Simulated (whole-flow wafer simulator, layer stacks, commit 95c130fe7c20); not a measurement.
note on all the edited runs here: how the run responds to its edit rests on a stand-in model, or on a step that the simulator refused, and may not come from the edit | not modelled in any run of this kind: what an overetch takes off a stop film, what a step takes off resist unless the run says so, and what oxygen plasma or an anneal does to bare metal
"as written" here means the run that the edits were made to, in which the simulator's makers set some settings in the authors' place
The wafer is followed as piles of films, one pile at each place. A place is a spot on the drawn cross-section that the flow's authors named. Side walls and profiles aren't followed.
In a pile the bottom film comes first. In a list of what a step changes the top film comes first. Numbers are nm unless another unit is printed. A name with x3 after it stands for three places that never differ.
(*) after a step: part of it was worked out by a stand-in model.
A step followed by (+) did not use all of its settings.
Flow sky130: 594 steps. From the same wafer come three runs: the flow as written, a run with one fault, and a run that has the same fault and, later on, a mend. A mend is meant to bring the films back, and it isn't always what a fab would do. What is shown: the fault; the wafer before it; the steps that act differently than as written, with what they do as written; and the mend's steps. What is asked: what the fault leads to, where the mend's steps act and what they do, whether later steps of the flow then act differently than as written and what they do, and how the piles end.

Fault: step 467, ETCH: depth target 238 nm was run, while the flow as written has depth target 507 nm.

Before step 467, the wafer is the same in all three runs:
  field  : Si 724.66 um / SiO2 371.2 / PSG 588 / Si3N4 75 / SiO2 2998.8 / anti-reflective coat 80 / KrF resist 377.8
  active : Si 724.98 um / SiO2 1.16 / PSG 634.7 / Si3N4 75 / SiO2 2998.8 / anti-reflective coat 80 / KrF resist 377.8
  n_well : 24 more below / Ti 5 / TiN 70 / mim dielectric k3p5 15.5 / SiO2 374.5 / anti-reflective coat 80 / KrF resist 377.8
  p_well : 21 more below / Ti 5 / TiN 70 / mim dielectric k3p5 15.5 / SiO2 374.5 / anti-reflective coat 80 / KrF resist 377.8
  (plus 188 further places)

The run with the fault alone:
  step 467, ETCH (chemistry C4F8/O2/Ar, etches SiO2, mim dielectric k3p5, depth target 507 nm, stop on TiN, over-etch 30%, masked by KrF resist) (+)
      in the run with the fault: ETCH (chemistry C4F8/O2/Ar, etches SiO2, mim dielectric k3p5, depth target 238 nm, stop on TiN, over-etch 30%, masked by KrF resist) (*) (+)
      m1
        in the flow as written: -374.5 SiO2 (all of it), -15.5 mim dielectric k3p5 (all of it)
        in the run with the fault: -238 SiO2
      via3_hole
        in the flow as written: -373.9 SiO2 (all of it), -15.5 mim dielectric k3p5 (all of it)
        in the run with the fault: -238 SiO2
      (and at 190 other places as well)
  Steps further on in the flow that do not act as written (not shown: 1 more step that differs only slightly, by at most 2% or 0.5 nm, whichever is larger):
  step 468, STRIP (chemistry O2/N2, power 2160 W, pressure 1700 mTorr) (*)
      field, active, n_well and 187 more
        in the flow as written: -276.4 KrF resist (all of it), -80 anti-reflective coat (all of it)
        in the run with the fault: -330.2 KrF resist (all of it), -80 anti-reflective coat (all of it)
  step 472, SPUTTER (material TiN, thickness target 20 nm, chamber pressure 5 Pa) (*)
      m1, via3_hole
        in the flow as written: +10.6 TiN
        in the run with the fault: +12.8 TiN (new film)
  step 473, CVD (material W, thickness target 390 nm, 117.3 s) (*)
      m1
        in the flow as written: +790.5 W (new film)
        in the run with the fault: +635.8 W (new film)
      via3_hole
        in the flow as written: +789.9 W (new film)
        in the run with the fault: +635.8 W (new film)
  The piles end different from the flow's at m1, via3_hole by more than 2% or 0.5 nm, whichever is larger.
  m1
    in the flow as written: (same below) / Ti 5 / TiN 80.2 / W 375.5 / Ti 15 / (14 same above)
    in the run with the fault: (same below) / Ti 5 / TiN 70 / mim dielectric k3p5 15.5 / SiO2 136.5 / TiN 12.8 / W 220.8 / Ti 15 / (14 same above)
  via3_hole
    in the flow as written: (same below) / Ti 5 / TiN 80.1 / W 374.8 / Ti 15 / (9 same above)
    in the run with the fault: (same below) / Ti 5 / TiN 70 / mim dielectric k3p5 15.5 / SiO2 135.9 / TiN 12.8 / W 220.8 / Ti 15 / (9 same above)

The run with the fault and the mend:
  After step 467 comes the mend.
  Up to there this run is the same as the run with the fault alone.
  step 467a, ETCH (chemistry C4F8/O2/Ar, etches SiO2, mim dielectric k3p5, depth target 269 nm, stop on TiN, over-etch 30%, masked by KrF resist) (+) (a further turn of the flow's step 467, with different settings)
      field, active, n_well and 187 more
        -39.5 KrF resist
      m1
        -136.5 SiO2 (all of it), -15.5 mim dielectric k3p5 (all of it)
      via3_hole
        -135.9 SiO2 (all of it), -15.5 mim dielectric k3p5 (all of it)
  Steps further on in the flow that do not act as written:
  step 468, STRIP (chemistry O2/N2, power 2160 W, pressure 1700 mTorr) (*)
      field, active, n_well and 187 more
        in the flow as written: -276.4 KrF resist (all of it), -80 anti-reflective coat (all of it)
        in the run with the mend: -290.7 KrF resist (all of it), -80 anti-reflective coat (all of it)
  The piles end the same as the flow's at every place that both follow.
